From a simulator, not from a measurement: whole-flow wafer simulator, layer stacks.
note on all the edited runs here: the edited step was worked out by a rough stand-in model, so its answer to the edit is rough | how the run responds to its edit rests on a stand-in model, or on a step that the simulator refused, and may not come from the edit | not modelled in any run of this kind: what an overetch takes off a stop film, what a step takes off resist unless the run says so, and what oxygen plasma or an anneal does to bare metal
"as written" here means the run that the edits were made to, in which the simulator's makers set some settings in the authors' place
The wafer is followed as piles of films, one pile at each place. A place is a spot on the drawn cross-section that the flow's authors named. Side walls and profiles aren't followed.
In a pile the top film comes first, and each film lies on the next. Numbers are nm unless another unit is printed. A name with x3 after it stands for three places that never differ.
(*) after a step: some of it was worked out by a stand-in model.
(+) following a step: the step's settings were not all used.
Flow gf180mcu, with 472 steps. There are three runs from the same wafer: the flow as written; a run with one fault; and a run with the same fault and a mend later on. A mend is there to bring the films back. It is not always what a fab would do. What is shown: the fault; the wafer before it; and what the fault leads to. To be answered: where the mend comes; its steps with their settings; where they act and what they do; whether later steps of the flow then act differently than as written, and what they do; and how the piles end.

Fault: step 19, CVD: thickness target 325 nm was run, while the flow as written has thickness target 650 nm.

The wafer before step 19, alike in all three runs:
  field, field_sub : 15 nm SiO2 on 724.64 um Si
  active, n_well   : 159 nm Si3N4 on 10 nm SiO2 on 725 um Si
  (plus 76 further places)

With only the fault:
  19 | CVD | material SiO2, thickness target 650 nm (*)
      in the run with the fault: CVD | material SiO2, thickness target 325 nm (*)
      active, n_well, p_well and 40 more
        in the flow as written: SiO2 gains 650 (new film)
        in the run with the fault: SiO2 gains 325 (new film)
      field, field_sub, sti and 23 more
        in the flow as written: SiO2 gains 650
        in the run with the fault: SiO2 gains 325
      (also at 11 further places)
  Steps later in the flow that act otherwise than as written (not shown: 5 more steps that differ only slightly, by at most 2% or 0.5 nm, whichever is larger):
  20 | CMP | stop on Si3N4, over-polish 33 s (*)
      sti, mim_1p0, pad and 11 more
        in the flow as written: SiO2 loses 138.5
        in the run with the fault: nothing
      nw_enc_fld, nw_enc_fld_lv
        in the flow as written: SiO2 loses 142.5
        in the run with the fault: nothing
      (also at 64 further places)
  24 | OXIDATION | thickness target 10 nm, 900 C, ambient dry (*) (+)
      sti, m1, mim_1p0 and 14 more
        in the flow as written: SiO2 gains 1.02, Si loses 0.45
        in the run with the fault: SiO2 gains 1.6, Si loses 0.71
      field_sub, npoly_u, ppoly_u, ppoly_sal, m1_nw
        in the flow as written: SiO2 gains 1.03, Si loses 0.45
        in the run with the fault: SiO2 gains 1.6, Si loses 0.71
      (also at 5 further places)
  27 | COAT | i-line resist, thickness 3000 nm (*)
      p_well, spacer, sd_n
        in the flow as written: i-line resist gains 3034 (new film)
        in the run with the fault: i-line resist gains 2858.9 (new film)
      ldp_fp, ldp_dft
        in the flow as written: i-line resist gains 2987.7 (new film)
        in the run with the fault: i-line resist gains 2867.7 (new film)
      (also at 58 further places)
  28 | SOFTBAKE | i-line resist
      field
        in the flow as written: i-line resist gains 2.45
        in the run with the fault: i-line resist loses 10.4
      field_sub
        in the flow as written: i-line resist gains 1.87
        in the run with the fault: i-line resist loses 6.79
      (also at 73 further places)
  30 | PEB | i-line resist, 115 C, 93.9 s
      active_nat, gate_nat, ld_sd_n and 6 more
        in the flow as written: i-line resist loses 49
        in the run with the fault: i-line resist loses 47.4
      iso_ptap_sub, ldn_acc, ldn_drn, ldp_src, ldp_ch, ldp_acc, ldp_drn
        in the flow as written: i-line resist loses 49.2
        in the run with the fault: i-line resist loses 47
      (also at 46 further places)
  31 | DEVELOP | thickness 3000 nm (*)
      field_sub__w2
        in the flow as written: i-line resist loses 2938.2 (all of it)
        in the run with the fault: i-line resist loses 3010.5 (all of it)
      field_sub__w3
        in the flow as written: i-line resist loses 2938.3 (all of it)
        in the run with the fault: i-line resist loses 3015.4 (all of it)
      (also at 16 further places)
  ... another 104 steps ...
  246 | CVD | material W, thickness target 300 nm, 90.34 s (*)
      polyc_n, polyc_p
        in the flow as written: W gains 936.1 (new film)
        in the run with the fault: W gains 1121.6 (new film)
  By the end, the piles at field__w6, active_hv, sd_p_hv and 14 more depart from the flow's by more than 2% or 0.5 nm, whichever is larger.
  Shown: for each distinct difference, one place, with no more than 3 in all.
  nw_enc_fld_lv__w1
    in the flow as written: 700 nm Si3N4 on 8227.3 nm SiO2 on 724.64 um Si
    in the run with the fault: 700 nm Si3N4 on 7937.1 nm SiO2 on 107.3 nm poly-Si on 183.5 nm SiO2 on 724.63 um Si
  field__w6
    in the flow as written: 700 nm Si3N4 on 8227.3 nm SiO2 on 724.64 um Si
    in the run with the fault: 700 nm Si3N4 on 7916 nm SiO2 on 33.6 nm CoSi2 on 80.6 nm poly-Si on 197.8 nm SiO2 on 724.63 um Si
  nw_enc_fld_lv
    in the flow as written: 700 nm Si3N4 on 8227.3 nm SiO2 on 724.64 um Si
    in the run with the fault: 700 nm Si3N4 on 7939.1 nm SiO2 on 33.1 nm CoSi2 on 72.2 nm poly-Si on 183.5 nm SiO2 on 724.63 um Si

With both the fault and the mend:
  After step 19 comes the mend.
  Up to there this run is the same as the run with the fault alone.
  19a | CVD | material SiO2, thickness target 325 nm (*) (the flow's step 19, run once more with other settings)
      field, field_sub, active and 77 more
        SiO2 gains 325
  Steps later in the flow that act otherwise than as written (not shown: 37 more steps that differ only slightly, by at most 2% or 0.5 nm, whichever is larger):
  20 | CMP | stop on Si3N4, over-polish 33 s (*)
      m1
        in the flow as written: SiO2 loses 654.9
        in the run with the mend: SiO2 loses 141.5
  At the end the piles are close to the flow's at the places that both follow, differing by at most 2% or 0.5 nm, whichever is larger.
